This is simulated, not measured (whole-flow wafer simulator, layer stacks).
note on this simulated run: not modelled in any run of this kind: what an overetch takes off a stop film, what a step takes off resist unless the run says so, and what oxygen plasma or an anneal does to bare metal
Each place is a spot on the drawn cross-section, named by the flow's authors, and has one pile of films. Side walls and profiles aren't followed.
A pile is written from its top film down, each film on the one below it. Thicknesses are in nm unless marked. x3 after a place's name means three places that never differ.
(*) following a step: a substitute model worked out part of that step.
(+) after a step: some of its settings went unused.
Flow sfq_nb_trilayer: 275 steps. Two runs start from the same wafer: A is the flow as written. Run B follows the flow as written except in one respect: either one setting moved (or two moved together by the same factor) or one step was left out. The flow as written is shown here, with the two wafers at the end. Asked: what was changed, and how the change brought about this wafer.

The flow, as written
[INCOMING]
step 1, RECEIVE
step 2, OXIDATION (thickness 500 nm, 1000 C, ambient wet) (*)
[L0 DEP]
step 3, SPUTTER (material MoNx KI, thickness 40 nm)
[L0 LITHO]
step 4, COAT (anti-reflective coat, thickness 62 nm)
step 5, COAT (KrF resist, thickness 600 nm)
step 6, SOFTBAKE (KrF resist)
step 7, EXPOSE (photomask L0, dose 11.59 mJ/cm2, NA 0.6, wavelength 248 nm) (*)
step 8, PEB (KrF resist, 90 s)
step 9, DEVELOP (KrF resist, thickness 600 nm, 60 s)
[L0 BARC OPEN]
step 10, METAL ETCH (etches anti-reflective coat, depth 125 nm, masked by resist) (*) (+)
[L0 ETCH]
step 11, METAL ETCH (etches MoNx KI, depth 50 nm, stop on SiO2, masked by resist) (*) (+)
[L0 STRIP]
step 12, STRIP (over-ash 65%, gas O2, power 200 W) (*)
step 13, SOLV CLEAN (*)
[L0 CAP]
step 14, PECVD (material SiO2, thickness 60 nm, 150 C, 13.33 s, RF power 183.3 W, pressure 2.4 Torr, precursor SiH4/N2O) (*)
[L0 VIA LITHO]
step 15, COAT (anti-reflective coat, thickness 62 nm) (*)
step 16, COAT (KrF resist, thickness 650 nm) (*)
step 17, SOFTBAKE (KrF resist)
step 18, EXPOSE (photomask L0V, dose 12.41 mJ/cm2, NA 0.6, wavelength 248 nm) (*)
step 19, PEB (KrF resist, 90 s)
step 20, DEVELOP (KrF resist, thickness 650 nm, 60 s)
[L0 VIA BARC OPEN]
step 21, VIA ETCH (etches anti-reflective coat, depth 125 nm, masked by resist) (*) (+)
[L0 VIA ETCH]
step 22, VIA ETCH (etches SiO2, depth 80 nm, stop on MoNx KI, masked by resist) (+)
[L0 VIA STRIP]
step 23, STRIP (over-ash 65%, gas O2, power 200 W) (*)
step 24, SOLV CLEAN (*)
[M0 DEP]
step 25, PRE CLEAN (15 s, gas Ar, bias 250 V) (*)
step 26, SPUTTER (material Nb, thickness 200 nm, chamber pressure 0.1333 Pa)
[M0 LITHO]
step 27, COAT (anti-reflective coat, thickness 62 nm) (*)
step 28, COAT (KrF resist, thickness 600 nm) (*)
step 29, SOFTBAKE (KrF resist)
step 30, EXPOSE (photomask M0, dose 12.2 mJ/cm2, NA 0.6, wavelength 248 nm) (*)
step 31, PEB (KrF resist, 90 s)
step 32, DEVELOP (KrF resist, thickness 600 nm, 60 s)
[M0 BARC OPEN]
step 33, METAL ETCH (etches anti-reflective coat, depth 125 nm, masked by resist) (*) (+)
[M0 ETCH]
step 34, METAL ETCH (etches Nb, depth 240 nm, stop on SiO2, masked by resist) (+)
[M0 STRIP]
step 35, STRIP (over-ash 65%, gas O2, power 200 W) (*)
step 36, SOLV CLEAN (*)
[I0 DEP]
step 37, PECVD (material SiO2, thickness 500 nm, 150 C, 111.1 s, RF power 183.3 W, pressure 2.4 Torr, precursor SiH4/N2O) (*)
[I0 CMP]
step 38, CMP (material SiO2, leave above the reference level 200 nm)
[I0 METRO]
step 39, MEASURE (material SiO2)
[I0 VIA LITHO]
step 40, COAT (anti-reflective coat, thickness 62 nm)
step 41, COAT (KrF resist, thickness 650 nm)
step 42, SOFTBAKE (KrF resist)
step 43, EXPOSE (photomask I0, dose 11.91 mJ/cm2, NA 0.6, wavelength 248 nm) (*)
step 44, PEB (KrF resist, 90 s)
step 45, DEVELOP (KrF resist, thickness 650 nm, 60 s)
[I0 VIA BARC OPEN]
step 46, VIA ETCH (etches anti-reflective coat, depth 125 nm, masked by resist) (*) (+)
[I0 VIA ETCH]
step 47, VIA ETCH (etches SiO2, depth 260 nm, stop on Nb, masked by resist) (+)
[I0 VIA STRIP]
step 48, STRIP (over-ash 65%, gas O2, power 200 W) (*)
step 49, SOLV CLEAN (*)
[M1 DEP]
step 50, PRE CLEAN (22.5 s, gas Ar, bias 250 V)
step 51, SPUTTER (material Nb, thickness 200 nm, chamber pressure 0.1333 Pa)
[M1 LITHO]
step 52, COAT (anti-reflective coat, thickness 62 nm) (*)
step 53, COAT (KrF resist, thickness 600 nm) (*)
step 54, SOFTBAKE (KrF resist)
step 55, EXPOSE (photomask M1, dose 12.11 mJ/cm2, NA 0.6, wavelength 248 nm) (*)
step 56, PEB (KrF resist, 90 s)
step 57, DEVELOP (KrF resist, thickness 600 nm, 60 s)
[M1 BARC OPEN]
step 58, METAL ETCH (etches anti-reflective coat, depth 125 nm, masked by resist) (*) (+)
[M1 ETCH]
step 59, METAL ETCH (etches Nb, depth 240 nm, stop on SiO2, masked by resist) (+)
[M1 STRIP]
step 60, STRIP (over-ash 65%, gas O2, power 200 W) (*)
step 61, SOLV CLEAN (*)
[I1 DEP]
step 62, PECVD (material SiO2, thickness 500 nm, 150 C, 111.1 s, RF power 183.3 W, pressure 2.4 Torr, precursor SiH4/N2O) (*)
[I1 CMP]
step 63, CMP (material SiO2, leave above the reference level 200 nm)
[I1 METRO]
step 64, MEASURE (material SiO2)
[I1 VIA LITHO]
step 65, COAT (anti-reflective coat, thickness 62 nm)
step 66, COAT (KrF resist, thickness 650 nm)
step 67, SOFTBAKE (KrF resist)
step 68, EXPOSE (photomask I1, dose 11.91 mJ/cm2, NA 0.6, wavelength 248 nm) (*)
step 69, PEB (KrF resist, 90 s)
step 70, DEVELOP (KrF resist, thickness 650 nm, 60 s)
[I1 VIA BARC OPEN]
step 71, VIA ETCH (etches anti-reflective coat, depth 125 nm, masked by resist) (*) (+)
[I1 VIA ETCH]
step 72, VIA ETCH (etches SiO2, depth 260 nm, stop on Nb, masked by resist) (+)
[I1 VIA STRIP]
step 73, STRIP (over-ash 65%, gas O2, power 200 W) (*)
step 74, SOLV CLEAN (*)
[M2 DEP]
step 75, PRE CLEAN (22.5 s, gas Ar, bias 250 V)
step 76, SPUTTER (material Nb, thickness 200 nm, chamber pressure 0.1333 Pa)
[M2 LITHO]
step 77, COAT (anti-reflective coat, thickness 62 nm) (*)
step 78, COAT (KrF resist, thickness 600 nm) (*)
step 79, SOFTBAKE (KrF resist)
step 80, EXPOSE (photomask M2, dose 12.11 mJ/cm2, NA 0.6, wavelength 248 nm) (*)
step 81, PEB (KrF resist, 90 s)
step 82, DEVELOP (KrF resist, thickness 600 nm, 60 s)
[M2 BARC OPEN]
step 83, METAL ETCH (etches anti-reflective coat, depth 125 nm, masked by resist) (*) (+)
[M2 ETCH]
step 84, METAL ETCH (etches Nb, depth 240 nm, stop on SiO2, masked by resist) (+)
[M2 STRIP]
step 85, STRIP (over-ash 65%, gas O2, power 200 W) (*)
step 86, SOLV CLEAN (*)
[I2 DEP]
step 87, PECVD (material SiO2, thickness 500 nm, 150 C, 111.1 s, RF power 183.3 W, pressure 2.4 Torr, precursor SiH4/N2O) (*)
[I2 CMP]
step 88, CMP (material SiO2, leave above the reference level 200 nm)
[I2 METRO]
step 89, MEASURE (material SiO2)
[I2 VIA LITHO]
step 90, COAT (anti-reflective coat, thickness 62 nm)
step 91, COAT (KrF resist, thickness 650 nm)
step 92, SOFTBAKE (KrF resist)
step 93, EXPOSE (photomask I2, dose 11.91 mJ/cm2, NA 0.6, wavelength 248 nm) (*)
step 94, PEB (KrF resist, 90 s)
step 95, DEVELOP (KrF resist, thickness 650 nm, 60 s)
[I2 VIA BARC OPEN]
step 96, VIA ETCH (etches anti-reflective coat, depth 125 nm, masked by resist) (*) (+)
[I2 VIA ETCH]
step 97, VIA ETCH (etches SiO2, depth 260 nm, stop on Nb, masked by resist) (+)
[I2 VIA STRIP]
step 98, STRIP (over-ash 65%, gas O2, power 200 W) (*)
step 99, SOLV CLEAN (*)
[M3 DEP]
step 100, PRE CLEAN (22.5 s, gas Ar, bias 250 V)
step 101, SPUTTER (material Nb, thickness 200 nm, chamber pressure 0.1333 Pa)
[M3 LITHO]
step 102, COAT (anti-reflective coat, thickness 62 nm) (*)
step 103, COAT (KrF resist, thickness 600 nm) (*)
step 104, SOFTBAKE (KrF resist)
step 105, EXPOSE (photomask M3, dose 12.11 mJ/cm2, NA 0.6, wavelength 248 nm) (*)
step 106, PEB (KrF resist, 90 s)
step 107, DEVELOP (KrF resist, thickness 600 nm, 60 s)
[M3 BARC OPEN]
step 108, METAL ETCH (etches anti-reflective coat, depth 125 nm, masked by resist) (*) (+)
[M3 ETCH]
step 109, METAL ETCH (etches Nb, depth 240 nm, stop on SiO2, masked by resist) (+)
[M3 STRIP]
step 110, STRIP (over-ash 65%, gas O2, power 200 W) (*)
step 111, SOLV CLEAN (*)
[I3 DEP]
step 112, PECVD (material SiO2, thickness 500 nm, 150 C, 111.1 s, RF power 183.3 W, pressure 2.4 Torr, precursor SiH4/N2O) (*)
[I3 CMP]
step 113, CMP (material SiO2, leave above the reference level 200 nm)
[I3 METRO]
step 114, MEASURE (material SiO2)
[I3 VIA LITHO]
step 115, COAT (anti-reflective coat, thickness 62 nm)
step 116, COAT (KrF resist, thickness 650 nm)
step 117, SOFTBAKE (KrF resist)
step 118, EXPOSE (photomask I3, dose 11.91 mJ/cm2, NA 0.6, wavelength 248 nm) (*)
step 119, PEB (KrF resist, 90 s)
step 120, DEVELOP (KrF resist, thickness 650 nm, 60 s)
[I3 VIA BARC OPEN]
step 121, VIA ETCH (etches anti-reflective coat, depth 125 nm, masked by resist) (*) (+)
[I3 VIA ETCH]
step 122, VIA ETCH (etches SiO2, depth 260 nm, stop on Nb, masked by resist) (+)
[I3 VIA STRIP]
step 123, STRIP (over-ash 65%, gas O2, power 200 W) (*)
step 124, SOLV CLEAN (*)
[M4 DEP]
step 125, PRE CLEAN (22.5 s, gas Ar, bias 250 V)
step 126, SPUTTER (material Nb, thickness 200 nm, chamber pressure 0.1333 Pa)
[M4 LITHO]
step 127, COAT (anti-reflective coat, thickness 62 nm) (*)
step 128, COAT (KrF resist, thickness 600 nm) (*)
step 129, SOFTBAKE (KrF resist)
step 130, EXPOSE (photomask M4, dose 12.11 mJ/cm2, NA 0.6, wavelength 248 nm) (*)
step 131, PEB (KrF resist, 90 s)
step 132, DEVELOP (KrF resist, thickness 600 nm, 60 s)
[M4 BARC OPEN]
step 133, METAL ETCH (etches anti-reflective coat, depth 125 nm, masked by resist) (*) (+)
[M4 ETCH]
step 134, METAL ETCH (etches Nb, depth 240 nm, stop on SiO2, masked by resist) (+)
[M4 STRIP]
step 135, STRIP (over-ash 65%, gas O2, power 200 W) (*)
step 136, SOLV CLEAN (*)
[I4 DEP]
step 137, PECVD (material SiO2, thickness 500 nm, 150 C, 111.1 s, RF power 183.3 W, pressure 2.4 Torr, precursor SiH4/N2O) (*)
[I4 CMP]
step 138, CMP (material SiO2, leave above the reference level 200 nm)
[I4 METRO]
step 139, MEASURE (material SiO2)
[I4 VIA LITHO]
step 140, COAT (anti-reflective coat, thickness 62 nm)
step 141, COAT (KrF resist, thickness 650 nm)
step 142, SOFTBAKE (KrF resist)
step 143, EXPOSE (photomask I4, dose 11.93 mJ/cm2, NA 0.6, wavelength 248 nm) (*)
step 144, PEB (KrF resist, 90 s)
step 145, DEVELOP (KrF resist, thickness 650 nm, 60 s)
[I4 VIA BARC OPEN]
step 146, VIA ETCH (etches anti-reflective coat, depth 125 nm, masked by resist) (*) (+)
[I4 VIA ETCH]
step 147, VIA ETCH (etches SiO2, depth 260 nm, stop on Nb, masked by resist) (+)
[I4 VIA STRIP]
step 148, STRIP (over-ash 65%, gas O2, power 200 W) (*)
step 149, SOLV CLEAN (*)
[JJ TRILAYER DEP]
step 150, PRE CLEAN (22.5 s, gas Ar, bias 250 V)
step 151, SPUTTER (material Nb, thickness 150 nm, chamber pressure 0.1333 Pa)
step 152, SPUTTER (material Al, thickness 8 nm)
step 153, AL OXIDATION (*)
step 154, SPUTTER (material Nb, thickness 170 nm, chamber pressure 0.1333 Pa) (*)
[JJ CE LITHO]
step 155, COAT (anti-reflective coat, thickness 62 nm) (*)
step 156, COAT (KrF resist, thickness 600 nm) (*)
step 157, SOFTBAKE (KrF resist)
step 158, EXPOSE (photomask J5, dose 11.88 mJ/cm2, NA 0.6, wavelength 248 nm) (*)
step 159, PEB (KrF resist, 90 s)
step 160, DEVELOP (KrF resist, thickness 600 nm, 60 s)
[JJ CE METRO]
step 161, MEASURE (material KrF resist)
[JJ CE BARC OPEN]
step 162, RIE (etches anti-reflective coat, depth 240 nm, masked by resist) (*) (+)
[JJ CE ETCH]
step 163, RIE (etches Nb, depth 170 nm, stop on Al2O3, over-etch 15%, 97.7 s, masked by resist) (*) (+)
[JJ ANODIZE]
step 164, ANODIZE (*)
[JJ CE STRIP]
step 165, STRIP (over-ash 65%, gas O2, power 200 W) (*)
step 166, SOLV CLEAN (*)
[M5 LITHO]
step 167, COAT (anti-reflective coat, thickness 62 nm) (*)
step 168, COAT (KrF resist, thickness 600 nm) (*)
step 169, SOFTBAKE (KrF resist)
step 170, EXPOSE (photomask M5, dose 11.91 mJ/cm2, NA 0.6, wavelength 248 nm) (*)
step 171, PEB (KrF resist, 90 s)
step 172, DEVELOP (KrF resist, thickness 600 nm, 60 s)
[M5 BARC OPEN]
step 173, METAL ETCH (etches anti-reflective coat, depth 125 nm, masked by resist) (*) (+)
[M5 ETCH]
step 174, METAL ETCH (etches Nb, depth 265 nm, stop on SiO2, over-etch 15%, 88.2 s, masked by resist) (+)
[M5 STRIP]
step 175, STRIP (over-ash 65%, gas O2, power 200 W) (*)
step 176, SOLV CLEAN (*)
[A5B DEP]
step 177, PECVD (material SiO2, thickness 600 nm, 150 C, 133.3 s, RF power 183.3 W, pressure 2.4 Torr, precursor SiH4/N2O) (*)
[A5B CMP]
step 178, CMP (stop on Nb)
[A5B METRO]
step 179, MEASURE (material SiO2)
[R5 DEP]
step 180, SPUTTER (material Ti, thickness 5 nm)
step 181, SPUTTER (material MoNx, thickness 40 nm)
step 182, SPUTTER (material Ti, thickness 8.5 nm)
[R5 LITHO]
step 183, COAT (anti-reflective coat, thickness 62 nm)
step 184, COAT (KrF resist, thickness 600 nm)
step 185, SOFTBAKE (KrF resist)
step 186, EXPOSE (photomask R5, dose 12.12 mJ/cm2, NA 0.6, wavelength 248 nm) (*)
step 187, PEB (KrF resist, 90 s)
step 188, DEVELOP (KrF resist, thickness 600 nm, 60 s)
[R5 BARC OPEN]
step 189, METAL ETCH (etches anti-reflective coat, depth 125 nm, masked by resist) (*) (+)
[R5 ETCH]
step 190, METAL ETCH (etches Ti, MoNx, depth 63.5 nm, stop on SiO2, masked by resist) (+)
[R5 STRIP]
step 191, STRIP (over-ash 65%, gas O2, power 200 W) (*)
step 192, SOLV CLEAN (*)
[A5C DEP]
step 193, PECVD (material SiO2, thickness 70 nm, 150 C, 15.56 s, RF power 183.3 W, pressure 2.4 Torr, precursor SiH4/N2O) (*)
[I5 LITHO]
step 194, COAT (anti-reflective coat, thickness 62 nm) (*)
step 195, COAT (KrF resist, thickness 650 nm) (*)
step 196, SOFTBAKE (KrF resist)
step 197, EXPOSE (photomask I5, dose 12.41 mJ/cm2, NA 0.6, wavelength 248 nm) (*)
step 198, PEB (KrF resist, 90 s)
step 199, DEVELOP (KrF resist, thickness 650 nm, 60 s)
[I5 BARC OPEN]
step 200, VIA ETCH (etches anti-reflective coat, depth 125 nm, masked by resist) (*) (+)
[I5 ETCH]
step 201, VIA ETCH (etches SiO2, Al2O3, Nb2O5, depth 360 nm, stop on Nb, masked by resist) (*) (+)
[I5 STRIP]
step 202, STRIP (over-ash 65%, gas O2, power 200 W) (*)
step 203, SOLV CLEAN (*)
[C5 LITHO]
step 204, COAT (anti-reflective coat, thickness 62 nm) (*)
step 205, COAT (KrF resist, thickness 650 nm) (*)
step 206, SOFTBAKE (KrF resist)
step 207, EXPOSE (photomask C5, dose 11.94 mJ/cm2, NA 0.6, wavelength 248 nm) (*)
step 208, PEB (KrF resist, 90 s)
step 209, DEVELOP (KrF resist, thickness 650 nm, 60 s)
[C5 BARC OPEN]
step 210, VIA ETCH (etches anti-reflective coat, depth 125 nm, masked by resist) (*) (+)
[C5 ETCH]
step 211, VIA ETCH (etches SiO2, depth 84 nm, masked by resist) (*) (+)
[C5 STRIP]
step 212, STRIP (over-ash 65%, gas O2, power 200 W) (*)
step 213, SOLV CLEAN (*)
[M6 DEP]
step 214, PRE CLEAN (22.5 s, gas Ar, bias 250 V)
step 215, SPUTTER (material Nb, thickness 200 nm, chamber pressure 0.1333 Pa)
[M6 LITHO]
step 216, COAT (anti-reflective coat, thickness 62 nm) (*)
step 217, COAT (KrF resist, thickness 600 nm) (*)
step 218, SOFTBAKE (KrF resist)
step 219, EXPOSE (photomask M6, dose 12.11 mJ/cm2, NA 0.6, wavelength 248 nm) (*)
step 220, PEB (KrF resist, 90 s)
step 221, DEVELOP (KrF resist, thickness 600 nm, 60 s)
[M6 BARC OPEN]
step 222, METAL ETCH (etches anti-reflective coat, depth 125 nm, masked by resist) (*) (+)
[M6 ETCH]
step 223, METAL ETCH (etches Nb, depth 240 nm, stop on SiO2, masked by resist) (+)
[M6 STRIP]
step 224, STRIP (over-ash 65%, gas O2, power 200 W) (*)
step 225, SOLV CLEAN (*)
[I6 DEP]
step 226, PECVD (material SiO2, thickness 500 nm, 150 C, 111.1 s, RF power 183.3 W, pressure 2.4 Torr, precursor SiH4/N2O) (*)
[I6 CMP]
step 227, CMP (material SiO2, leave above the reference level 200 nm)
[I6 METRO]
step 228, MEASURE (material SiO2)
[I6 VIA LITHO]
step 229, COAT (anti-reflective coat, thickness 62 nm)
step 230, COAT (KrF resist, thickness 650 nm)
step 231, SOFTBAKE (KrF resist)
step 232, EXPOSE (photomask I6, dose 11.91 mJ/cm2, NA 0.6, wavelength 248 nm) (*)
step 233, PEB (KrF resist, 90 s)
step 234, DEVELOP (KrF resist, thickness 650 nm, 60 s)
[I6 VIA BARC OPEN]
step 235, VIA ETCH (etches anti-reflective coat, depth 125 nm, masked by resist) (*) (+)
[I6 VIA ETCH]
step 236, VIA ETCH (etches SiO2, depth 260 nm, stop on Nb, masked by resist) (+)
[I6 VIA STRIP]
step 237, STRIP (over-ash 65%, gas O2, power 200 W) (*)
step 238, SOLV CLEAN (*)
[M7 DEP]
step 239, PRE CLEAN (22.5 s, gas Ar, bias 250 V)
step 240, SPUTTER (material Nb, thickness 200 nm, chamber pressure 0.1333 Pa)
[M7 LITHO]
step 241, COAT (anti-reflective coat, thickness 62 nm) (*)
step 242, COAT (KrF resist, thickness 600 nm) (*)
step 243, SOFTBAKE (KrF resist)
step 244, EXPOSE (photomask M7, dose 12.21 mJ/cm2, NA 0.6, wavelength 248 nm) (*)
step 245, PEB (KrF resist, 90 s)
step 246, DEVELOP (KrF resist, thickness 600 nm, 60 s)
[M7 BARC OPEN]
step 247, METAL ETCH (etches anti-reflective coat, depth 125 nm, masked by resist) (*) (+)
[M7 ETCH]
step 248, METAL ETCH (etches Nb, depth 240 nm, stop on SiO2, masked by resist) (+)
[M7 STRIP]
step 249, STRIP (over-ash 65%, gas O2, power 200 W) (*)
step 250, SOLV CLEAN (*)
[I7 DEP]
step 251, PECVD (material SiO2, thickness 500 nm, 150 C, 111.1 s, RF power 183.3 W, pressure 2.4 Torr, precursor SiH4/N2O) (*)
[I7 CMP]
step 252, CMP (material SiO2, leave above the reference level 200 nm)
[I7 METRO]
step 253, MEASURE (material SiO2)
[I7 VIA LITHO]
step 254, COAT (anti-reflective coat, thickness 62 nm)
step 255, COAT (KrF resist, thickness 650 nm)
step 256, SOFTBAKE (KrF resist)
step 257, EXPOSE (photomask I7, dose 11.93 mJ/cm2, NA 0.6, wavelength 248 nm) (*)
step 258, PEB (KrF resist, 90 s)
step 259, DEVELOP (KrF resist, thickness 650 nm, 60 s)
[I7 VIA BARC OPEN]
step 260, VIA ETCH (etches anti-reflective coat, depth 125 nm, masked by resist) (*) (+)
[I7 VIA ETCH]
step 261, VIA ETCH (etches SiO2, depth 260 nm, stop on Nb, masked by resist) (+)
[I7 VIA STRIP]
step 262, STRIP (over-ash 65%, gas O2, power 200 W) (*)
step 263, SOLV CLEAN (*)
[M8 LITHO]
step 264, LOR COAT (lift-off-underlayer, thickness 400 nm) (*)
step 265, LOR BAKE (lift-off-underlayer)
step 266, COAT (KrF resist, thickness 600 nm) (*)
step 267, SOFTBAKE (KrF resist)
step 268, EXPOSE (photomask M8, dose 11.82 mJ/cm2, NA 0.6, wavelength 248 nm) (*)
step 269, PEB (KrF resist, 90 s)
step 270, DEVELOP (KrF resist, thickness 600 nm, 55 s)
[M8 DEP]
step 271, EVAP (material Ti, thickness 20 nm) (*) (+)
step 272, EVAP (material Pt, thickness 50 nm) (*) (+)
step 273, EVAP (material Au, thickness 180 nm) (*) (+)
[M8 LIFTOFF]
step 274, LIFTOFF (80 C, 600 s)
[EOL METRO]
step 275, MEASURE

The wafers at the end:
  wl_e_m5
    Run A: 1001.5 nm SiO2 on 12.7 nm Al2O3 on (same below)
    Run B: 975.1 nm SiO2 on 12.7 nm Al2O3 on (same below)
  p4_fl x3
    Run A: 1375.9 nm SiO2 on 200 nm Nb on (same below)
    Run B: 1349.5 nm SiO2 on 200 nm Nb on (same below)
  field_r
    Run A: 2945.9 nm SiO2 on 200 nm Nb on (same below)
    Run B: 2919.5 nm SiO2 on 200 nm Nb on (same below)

Cause: step 240, SPUTTER: thickness 173.6 nm was run, while the flow as written has thickness 200 nm.

The path from the change to this, step by step:
  step 240, SPUTTER (material Nb, thickness 200 nm, chamber pressure 0.1333 Pa)
      field_l, v_sur, via_wl and 102 more: A +200 Nb (new film) | B +173.6 Nb (new film)
      via_v: A +161.1 Nb | B +139.8 Nb
  step 248, METAL ETCH (etches Nb, depth 240 nm, stop on SiO2, masked by resist) (+)
      field_l, field_r, lsp_l and 62 more: A -200 Nb (all of it) | B -173.6 Nb (all of it)
  step 251, PECVD (material SiO2, thickness 500 nm, 150 C, 111.1 s, RF power 183.3 W, pressure 2.4 Torr, precursor SiH4/N2O) (*)
      m7r_space_l x2: A +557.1 SiO2 | B +530.7 SiO2
  step 252, CMP (material SiO2, leave above the reference level 200 nm)
      field_l, p4_fl x3, p4_w1 x9 and 46 more: A -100 SiO2 | B -126.4 SiO2
      field_r, lsp_l: A -77.7 SiO2 | B -107 SiO2
      (and at 2 other places as well)
